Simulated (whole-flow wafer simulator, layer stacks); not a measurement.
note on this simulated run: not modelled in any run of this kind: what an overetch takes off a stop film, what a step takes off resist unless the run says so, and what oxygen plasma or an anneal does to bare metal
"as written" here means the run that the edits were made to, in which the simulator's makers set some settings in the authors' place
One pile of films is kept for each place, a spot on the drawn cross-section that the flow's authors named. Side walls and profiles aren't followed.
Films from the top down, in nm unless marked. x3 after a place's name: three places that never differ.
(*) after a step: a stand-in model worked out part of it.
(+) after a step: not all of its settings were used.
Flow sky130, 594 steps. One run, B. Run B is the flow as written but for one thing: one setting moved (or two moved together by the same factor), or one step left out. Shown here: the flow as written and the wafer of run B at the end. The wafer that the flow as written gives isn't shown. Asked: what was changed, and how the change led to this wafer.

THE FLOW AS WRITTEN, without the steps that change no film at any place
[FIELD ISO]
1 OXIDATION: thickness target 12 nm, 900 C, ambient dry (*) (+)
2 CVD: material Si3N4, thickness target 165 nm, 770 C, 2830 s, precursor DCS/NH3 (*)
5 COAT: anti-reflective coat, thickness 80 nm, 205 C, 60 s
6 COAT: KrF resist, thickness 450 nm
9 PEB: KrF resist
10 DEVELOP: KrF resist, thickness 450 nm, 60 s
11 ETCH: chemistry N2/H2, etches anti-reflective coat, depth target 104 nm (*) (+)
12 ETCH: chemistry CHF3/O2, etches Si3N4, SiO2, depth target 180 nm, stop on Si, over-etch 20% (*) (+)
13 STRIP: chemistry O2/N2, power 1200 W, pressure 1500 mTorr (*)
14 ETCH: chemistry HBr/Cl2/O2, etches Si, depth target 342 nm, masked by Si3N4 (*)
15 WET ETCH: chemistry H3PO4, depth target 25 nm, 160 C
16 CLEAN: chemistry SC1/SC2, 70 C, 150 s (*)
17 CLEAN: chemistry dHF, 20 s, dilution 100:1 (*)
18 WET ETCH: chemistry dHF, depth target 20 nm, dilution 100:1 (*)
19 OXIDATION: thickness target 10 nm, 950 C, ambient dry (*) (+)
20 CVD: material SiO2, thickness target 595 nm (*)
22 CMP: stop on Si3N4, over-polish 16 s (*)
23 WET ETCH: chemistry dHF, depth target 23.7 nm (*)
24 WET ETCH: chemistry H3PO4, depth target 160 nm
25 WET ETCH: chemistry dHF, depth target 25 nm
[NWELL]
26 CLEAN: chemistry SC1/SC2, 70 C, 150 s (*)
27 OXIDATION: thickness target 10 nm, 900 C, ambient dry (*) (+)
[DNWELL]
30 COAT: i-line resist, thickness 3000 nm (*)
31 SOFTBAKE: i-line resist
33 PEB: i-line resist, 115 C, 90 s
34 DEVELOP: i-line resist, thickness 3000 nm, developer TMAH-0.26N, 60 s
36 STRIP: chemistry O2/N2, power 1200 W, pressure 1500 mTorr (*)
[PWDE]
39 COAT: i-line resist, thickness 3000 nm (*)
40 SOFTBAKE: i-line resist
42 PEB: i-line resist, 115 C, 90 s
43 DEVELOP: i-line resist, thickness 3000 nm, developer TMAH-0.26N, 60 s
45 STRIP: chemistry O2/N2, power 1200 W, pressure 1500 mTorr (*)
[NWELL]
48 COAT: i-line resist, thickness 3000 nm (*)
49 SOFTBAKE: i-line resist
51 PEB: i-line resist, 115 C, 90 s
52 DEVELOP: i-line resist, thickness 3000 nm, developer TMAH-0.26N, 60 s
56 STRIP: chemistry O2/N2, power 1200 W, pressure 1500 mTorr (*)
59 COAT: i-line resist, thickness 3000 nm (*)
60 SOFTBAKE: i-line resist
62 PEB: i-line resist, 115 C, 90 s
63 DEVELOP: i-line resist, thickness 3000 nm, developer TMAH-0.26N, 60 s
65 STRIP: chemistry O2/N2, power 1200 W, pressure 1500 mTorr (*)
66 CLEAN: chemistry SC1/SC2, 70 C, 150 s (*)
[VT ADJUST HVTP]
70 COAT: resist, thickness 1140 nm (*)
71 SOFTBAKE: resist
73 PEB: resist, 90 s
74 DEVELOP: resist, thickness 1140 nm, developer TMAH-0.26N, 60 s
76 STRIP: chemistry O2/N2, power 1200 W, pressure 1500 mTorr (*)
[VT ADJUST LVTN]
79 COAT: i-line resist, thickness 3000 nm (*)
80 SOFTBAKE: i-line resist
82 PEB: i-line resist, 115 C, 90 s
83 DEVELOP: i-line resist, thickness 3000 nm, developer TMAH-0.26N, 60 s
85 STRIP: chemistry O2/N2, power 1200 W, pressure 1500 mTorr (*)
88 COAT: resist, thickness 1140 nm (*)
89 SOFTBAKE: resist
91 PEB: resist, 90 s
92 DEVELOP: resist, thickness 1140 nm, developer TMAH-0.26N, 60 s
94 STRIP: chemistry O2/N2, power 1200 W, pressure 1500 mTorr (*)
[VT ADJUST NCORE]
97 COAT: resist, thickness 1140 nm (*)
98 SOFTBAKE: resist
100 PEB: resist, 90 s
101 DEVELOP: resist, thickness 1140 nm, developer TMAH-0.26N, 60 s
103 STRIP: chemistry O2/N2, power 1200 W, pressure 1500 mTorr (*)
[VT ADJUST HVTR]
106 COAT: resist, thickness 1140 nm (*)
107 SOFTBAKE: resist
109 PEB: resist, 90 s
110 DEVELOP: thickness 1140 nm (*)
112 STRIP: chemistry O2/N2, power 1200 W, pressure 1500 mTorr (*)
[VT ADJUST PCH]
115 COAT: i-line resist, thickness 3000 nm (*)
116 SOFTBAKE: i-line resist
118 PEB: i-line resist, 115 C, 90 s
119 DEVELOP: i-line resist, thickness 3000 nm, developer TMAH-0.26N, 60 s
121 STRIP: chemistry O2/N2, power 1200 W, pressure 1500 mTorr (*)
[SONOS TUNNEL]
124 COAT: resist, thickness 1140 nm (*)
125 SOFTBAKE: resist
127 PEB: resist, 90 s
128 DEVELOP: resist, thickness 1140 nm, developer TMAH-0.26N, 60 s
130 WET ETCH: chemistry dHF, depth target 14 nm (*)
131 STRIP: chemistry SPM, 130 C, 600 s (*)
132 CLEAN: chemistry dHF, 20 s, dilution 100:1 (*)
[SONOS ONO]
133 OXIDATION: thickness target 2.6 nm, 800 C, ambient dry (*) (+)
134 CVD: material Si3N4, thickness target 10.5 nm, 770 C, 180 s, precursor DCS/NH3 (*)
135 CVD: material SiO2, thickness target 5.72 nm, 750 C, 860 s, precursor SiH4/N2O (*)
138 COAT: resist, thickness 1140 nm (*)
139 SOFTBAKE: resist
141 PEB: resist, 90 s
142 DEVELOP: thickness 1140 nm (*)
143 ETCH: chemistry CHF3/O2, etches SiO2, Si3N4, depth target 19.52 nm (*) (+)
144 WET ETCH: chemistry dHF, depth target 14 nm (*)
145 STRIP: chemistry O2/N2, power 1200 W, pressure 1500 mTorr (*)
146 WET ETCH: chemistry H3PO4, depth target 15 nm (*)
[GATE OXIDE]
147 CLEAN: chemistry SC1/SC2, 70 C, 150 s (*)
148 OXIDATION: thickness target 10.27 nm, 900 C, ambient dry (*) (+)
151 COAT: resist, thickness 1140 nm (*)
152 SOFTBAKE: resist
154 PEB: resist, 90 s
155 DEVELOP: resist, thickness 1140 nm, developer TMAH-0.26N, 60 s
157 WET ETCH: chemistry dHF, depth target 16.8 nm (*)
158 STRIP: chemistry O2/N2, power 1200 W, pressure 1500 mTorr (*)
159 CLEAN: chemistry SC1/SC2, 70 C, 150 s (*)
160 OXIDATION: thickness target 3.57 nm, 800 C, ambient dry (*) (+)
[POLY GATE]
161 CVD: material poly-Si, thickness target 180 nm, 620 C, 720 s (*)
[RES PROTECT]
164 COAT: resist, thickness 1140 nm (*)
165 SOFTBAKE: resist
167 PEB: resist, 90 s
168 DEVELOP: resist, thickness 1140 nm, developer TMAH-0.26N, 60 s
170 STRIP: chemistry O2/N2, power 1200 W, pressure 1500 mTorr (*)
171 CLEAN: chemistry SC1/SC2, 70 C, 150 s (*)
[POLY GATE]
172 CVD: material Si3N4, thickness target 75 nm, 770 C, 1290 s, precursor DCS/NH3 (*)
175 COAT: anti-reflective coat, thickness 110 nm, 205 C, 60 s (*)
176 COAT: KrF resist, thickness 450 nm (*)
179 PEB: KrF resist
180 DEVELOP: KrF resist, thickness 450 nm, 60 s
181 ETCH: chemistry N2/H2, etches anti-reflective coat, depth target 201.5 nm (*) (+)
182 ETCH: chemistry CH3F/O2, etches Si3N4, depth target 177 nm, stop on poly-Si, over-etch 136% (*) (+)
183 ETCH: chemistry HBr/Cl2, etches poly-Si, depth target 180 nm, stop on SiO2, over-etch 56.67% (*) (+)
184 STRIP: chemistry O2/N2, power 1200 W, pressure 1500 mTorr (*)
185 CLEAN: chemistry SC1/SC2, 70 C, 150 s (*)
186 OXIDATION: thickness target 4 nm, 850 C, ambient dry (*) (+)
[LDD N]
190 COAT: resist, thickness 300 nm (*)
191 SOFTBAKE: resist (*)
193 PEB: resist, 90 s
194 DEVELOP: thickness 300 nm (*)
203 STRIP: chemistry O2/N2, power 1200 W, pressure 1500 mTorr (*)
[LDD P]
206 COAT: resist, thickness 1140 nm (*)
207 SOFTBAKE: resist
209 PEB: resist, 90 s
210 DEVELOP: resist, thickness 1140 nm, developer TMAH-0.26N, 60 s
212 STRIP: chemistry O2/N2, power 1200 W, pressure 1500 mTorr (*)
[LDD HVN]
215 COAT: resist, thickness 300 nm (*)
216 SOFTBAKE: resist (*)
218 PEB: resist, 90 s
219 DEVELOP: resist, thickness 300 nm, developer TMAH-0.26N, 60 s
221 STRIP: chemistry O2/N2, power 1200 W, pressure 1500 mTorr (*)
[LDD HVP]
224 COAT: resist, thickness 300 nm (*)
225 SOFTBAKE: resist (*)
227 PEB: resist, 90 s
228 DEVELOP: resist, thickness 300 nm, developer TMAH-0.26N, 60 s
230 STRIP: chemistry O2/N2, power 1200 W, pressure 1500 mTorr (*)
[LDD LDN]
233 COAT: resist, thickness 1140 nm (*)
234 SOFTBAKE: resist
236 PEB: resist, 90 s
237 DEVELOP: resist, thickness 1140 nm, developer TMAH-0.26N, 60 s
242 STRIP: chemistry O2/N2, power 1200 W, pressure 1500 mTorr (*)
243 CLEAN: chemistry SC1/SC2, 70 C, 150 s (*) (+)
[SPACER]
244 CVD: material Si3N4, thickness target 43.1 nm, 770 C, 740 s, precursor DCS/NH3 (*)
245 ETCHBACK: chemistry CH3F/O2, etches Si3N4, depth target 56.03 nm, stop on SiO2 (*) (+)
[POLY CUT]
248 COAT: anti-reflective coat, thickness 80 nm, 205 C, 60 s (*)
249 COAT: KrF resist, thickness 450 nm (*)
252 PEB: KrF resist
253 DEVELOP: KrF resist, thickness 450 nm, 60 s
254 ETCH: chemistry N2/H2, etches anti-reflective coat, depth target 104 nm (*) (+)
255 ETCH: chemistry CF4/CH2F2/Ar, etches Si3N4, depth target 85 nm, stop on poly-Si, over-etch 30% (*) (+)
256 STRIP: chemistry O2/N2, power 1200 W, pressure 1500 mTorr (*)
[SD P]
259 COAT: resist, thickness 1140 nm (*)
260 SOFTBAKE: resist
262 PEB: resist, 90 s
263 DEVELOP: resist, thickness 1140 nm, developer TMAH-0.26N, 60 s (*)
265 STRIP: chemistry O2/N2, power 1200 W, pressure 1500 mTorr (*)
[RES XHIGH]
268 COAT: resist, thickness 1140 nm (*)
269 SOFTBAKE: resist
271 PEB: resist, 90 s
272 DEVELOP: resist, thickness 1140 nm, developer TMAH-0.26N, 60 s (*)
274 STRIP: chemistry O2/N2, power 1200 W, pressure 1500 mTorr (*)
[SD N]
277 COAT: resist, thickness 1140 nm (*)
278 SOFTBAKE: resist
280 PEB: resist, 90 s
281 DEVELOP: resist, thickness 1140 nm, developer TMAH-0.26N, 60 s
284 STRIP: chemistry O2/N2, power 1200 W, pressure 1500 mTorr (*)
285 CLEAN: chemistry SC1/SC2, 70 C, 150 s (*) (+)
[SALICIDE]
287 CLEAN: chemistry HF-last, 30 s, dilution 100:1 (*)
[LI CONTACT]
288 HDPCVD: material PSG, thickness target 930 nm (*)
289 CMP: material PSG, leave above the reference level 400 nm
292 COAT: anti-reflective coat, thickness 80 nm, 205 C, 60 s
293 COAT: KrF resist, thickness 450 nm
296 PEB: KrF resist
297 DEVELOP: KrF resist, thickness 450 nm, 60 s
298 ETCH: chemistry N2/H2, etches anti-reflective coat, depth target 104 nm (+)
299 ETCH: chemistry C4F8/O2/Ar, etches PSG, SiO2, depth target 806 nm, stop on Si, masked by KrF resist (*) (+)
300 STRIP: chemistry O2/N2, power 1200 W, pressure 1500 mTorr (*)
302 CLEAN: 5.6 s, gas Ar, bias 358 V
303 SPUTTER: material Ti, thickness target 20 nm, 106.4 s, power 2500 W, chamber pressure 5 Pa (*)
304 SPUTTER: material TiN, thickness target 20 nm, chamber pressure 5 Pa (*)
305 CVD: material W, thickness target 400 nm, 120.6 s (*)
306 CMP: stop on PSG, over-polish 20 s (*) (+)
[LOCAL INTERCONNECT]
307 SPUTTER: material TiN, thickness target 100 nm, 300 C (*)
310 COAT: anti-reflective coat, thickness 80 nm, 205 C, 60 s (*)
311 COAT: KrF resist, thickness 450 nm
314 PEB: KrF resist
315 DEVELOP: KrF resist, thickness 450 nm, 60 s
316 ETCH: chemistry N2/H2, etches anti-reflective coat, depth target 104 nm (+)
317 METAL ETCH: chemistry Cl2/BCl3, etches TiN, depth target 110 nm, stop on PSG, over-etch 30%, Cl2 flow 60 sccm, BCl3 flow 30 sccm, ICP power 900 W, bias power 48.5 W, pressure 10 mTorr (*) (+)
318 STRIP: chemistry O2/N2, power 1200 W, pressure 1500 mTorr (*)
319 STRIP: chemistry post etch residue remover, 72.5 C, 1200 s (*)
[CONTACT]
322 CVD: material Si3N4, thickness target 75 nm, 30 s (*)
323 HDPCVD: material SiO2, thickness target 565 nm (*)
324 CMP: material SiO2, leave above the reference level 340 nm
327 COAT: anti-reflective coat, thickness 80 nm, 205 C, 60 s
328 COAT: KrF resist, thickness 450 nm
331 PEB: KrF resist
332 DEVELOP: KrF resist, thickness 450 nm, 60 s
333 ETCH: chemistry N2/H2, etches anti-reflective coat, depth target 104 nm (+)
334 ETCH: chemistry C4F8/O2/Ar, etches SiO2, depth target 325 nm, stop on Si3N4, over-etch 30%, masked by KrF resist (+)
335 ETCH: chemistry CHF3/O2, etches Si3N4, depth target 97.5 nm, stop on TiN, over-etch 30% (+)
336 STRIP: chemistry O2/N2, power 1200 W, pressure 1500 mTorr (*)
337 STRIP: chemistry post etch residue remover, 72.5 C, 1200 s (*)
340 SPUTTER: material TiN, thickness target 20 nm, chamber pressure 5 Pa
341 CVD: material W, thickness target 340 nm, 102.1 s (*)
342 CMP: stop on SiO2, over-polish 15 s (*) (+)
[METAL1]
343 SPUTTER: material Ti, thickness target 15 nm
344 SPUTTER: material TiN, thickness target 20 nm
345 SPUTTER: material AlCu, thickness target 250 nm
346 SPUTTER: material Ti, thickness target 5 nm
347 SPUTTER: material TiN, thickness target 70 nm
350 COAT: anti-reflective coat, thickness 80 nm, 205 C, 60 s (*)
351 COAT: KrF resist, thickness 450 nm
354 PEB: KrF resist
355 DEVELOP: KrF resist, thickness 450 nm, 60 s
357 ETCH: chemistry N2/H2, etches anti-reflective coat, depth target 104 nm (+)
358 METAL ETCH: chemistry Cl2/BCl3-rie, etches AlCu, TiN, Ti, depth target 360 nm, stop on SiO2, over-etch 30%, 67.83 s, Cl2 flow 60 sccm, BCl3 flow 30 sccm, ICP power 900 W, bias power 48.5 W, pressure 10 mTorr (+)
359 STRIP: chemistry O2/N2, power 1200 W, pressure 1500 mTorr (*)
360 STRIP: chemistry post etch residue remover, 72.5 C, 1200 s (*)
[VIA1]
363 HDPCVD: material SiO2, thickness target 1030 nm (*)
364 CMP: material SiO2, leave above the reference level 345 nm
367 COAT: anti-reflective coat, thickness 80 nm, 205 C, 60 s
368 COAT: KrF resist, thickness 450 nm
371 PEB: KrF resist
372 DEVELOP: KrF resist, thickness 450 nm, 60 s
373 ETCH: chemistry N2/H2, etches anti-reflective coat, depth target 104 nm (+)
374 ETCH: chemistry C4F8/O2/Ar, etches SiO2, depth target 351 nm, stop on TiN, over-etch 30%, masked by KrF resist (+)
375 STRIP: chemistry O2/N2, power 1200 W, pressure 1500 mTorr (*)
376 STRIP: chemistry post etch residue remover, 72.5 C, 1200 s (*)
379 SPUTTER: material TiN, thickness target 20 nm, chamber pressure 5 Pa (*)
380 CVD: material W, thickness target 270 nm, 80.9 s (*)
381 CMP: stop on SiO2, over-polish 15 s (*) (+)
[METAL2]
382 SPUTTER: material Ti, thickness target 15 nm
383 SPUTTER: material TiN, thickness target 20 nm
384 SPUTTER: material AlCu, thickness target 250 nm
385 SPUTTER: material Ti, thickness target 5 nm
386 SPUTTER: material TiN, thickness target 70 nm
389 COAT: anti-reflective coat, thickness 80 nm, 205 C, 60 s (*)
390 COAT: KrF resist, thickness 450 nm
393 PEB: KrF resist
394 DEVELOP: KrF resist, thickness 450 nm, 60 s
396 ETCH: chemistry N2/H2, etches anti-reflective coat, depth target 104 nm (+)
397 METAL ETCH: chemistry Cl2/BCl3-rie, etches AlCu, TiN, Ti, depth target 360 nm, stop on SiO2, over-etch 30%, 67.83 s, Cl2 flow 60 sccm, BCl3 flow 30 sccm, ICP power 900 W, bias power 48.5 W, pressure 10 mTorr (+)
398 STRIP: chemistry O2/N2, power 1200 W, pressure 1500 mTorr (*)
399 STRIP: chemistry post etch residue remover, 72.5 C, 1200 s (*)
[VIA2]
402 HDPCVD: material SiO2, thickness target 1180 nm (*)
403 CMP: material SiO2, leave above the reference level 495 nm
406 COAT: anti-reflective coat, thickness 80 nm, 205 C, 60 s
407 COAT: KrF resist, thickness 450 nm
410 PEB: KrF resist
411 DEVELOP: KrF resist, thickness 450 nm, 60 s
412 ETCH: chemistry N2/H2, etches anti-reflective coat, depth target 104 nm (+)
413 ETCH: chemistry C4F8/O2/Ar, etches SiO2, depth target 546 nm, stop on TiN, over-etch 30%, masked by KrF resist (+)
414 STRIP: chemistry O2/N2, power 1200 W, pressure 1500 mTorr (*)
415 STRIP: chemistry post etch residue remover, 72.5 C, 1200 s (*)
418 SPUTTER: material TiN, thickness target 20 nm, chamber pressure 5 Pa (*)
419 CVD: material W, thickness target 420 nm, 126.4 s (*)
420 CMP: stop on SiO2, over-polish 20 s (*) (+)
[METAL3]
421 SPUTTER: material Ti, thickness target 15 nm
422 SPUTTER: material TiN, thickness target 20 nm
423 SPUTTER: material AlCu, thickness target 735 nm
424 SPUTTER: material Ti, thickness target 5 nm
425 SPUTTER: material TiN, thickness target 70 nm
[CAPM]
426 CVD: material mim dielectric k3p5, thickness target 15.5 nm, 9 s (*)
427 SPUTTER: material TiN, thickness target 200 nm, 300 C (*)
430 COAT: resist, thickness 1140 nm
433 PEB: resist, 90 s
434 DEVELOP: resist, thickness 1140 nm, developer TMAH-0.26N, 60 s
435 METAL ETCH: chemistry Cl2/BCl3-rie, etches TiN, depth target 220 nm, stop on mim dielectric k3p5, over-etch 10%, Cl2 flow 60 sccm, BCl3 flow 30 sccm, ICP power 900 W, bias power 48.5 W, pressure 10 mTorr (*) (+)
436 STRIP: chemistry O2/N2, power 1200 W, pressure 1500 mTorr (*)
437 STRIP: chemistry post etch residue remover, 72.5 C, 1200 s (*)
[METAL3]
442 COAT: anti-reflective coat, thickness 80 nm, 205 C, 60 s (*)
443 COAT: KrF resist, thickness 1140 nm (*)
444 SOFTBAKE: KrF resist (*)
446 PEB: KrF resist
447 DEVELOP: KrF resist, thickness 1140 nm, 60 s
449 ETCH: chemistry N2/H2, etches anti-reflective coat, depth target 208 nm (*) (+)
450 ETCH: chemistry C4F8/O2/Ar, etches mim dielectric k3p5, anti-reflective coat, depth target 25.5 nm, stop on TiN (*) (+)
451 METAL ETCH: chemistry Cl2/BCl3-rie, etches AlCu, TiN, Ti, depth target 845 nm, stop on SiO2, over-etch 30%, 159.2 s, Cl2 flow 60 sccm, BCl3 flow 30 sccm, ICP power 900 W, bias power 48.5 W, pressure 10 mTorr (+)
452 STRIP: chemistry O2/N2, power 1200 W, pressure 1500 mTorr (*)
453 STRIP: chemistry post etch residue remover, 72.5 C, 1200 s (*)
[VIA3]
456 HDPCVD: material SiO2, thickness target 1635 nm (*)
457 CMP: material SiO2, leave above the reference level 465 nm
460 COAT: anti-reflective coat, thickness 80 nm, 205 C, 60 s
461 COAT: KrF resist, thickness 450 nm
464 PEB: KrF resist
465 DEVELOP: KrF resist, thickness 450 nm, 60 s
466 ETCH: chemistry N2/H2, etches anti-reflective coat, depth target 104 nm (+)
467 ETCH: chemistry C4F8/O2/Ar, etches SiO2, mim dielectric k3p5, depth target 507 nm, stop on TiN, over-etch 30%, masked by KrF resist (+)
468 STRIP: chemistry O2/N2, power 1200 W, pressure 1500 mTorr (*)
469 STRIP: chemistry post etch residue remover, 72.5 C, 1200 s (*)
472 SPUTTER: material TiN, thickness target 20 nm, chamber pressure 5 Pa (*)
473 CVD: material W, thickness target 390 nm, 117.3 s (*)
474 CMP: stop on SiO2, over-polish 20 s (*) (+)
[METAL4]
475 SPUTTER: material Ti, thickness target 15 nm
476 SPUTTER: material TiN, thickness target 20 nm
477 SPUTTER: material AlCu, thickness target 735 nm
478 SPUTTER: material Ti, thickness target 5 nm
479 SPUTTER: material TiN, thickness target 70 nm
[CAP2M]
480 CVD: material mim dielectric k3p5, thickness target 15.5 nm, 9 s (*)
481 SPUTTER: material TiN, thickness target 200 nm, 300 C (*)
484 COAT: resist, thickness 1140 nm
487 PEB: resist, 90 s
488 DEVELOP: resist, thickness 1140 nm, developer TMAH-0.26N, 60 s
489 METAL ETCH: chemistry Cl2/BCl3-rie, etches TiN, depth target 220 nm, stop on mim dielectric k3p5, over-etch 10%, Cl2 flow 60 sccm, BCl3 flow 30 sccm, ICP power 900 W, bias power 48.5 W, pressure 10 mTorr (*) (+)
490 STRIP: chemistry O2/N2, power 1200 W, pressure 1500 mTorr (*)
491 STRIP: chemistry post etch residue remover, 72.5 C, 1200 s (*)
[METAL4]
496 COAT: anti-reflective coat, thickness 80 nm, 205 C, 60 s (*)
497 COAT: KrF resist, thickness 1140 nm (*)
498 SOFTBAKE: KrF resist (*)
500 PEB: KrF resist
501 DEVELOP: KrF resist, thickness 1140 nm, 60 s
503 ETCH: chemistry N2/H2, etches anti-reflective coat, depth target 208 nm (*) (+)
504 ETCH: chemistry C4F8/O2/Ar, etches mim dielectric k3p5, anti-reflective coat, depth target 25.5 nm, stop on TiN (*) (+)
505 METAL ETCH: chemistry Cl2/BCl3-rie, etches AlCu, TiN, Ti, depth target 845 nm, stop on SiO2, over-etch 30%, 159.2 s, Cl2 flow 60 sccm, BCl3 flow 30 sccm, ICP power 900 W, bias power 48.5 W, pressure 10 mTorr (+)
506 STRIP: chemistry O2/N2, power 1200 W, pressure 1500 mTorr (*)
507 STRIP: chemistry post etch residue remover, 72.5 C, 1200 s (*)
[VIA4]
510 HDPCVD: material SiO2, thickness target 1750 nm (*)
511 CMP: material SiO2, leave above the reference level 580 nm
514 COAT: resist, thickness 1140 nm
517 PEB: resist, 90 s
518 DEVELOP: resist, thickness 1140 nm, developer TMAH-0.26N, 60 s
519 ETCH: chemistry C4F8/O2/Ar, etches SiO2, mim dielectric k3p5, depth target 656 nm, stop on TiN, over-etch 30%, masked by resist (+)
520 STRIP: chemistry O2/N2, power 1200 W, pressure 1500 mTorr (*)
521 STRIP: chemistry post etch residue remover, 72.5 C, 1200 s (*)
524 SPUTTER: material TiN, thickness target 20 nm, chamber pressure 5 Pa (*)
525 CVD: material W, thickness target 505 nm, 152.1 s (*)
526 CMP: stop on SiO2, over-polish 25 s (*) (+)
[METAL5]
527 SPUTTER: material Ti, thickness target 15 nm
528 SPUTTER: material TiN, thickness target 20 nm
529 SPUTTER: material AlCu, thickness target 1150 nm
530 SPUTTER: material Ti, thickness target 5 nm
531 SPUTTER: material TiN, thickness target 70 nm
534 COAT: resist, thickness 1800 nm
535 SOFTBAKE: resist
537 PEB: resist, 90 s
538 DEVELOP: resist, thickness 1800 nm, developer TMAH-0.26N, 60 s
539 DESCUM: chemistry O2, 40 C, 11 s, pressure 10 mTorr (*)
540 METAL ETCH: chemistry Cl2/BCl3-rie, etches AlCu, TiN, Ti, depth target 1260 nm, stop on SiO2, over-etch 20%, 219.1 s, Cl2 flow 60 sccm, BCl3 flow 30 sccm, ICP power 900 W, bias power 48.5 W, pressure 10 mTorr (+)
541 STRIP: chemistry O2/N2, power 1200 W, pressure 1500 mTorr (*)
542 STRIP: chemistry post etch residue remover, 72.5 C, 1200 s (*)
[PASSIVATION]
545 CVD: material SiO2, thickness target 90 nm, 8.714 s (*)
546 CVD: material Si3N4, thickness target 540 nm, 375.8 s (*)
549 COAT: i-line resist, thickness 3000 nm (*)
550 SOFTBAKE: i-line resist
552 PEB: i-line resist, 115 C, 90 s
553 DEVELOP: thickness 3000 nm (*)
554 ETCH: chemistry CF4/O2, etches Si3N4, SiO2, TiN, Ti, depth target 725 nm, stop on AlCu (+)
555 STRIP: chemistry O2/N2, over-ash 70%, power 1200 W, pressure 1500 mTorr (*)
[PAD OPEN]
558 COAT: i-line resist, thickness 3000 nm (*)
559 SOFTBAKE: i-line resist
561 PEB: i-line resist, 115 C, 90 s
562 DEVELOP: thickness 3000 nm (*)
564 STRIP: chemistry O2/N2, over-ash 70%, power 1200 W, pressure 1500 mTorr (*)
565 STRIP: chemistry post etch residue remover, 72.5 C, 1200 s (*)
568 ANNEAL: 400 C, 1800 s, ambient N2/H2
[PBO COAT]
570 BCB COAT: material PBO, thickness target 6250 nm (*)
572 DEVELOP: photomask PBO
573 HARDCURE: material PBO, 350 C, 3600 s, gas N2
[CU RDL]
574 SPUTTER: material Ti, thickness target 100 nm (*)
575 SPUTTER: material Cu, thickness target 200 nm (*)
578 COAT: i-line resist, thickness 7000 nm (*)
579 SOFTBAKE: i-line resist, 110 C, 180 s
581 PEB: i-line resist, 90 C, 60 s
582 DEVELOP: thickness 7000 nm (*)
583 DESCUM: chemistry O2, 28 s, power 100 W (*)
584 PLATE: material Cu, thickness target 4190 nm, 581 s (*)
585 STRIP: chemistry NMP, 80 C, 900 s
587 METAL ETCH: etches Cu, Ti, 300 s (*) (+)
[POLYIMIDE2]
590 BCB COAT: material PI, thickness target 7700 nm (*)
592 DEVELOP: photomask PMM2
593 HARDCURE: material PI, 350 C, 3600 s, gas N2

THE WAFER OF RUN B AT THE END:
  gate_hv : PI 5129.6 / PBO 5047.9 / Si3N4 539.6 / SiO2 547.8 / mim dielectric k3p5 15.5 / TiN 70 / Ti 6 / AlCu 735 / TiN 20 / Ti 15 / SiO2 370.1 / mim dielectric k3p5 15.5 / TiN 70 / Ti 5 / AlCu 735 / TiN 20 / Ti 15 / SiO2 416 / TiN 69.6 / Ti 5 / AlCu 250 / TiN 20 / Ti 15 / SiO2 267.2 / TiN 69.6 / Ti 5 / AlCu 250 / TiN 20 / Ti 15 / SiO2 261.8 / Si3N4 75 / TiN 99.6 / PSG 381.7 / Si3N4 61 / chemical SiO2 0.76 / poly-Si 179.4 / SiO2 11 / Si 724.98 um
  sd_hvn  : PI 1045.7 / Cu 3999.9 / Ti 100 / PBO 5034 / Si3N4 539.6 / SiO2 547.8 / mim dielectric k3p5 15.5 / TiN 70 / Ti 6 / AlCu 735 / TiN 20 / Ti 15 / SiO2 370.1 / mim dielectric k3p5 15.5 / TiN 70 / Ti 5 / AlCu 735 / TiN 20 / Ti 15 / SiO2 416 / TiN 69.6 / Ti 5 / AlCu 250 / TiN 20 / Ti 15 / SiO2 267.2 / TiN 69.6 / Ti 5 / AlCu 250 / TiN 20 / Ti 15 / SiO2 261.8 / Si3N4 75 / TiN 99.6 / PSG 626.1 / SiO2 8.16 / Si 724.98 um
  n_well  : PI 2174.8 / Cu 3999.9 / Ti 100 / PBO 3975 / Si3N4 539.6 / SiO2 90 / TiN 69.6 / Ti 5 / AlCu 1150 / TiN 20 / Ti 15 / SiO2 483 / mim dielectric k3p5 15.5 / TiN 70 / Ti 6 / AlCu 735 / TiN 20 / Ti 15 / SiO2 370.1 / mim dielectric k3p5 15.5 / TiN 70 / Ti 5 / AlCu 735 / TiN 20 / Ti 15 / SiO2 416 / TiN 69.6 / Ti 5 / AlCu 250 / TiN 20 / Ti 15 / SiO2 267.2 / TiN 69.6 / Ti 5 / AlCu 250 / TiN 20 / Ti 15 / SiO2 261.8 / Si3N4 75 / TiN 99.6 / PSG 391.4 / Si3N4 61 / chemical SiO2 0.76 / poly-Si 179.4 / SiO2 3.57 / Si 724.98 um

The cause: step 478, SPUTTER: thickness target 6 nm was run, where the flow has thickness target 5 nm.
It can be read off the wafer: gate_hv has Ti 6, and step 478 as written asks for 5 nm.

How the change led to this, step by step:
  478 SPUTTER: material Ti, thickness target 5 nm
      field, active, n_well and 189 more: Ti +6 (new film) (as written it would be: Ti +5 (new film))
  505 METAL ETCH: chemistry Cl2/BCl3-rie, etches AlCu, TiN, Ti, depth target 845 nm, stop on SiO2, over-etch 30%, 159.2 s, Cl2 flow 60 sccm, BCl3 flow 30 sccm, ICP power 900 W, bias power 48.5 W, pressure 10 mTorr (+)
      field, active, gate and 70 more: TiN -70 (all of it), Ti -6 (all of it), AlCu -735 (all of it), TiN -20 (all of it), Ti -15 (all of it), SiO2 -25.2 (as written it would be: TiN -70 (all of it), Ti -5 (all of it), AlCu -735 (all of it), TiN -20 (all of it), Ti -15 (all of it), SiO2 -25.4)
      vpp_iso1, mim_edge_plate, m1_ln and 12 more: TiN -70 (all of it), Ti -6 (all of it), AlCu -735 (all of it), TiN -20 (all of it), Ti -15 (all of it), SiO2 -25.2 (as written it would be: TiN -70 (all of it), Ti -5 (all of it), AlCu -735 (all of it), TiN -20 (all of it), Ti -15 (all of it), SiO2 -25.3)
